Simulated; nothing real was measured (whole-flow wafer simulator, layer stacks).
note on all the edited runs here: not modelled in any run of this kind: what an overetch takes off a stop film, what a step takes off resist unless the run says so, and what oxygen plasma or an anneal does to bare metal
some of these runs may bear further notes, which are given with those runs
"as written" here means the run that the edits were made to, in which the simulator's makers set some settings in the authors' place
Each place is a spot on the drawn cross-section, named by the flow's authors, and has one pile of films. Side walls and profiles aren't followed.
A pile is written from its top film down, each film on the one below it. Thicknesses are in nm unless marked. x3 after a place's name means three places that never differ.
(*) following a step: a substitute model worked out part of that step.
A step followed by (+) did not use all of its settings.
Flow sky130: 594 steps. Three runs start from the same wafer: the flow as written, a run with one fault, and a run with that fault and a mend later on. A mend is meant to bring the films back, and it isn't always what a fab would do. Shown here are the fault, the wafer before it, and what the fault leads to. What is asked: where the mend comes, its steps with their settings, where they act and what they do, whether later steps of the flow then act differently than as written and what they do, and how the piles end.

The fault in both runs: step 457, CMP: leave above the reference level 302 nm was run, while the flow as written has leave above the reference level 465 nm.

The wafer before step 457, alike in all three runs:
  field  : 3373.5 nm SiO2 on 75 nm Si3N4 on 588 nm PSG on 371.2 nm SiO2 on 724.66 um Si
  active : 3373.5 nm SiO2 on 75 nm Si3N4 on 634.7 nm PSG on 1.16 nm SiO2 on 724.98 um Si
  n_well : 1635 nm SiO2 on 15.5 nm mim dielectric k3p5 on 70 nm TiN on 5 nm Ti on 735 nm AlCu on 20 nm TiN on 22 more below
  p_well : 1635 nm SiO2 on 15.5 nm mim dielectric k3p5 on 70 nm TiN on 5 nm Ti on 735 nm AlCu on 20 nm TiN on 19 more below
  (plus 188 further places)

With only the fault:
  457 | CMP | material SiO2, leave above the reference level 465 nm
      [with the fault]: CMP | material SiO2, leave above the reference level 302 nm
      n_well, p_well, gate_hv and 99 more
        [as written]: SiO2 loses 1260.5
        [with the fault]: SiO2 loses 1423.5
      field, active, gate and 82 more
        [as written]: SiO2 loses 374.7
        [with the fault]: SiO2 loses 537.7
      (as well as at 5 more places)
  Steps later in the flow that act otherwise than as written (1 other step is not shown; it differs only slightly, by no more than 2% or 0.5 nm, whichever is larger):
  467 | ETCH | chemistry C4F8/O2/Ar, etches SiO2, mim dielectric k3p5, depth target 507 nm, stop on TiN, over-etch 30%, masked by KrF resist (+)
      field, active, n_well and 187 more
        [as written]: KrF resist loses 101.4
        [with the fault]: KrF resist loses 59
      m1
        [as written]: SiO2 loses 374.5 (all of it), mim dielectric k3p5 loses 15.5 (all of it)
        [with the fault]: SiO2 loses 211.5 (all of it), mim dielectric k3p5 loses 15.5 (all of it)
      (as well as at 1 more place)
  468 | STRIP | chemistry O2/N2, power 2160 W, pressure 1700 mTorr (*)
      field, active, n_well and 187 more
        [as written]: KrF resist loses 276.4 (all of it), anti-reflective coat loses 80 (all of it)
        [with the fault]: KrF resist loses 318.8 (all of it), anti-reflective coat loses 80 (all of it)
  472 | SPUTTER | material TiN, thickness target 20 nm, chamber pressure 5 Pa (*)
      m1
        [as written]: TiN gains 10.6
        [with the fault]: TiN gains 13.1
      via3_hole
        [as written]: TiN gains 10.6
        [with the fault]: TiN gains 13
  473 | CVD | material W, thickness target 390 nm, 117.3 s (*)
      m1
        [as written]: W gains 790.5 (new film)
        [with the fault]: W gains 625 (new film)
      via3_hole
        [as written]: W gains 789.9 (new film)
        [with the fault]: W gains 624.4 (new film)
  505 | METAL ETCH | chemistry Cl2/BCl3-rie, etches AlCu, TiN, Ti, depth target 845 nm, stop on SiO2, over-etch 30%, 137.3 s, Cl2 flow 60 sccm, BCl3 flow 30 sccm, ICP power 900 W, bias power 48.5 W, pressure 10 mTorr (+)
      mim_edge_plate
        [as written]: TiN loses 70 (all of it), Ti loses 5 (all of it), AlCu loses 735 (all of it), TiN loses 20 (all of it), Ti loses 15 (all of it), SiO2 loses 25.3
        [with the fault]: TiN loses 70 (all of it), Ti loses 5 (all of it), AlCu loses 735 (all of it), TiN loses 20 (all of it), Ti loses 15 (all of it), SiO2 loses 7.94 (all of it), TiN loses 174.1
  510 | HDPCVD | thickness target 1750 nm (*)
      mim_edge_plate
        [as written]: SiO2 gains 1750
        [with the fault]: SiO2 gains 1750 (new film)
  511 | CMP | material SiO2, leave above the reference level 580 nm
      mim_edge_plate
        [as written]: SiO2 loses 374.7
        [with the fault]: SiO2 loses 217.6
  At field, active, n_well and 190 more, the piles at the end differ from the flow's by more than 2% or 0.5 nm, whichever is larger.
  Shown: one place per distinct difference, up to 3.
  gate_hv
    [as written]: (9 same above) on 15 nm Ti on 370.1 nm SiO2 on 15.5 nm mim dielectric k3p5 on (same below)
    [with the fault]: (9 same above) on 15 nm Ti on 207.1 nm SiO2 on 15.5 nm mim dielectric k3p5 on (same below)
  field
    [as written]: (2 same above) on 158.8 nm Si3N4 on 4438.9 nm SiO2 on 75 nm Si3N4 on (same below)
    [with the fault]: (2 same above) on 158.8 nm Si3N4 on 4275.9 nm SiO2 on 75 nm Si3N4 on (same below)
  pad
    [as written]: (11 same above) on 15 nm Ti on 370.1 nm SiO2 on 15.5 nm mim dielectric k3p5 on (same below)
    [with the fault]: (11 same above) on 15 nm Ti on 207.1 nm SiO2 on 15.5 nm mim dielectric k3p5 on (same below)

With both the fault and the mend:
  After step 457 comes the mend.
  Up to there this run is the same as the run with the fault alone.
  457a | HDPCVD | thickness target 163 nm (*) (the flow's step 456, run once more with other settings)
      field, active, n_well and 189 more
        SiO2 gains 163
  None of the later steps of the flow differs from how it acts as written, at any place that is followed, by more than 2% or 0.5 nm, whichever is larger.
  The piles end the same as the flow's at every place that both follow.
